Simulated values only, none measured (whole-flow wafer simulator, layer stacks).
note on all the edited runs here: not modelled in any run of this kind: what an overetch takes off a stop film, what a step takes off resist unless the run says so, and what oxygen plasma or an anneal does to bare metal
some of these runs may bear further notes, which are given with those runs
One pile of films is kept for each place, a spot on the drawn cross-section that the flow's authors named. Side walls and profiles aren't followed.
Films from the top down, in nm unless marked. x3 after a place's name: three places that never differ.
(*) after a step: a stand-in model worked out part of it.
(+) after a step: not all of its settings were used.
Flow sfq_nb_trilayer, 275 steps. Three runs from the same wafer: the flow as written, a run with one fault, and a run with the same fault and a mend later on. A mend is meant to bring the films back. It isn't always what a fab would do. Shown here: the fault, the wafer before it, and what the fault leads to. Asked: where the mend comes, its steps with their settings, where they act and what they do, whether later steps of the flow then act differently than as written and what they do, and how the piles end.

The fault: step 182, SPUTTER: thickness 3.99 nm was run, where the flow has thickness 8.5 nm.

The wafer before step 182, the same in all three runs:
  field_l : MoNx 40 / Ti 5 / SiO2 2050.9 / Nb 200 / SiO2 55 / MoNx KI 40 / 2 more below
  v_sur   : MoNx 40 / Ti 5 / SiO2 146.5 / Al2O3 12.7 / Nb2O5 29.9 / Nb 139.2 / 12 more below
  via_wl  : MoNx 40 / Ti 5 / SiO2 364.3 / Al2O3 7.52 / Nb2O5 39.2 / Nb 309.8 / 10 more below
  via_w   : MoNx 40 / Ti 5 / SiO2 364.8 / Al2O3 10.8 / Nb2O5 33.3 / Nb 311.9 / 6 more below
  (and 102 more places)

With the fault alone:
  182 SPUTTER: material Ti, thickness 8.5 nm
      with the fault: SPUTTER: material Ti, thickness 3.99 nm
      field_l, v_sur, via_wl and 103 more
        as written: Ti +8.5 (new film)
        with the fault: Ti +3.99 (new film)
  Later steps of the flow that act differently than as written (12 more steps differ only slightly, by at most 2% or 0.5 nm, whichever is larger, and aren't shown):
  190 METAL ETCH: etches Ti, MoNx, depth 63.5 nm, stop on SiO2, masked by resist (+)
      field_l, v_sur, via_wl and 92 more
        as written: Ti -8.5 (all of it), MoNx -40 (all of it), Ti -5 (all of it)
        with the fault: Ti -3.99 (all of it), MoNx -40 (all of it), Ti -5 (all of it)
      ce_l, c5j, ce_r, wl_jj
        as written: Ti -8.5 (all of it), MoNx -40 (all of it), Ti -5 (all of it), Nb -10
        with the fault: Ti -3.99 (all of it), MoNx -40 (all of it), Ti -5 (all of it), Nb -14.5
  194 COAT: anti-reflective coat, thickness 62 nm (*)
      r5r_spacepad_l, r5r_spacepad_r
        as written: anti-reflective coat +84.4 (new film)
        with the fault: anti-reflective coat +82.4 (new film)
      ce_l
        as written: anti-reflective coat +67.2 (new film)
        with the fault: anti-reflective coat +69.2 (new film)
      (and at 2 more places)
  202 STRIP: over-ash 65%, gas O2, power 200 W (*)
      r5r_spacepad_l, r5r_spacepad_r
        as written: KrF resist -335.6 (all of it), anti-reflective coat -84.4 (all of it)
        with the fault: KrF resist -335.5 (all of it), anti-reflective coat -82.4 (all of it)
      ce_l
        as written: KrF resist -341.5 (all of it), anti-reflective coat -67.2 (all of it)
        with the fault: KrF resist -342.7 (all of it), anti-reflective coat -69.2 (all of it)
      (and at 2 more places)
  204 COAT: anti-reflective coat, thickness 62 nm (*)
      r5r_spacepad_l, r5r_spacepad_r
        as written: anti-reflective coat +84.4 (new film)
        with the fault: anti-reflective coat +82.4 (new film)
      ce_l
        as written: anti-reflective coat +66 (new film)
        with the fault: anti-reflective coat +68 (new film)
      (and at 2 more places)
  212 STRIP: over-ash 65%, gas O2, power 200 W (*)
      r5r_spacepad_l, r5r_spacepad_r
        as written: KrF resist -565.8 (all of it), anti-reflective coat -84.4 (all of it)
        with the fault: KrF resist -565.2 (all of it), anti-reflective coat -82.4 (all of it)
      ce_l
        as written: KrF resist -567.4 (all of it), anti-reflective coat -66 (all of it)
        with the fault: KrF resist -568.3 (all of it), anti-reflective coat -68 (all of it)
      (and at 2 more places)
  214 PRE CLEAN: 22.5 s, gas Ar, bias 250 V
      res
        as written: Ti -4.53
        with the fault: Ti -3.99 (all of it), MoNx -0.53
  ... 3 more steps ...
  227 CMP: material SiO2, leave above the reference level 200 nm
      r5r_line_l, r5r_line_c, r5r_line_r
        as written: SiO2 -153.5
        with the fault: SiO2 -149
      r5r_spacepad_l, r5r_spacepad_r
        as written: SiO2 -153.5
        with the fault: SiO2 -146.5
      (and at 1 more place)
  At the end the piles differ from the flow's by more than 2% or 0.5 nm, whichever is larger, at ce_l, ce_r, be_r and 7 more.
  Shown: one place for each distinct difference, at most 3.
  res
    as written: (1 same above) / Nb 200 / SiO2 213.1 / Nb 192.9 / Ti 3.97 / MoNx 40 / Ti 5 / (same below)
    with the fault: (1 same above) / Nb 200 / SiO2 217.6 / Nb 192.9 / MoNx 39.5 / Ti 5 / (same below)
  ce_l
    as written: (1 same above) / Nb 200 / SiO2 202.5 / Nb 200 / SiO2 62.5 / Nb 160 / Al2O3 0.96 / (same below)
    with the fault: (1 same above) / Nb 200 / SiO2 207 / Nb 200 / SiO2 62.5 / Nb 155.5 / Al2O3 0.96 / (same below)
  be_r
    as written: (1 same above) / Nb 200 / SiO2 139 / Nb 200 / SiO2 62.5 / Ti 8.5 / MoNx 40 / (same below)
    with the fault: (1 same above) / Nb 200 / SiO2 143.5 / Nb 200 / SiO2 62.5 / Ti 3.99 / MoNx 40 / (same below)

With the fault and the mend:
  The mend comes after step 182.
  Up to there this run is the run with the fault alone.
  182a SPUTTER: material Ti, thickness 4.51 nm (the flow's step 182 once more, with other settings)
      field_l, v_sur, via_wl and 103 more
        Ti +4.51
  No later step of the flow acts differently than as written at any place that is followed.
  At the end the piles are the same as the flow's at every place that both follow.
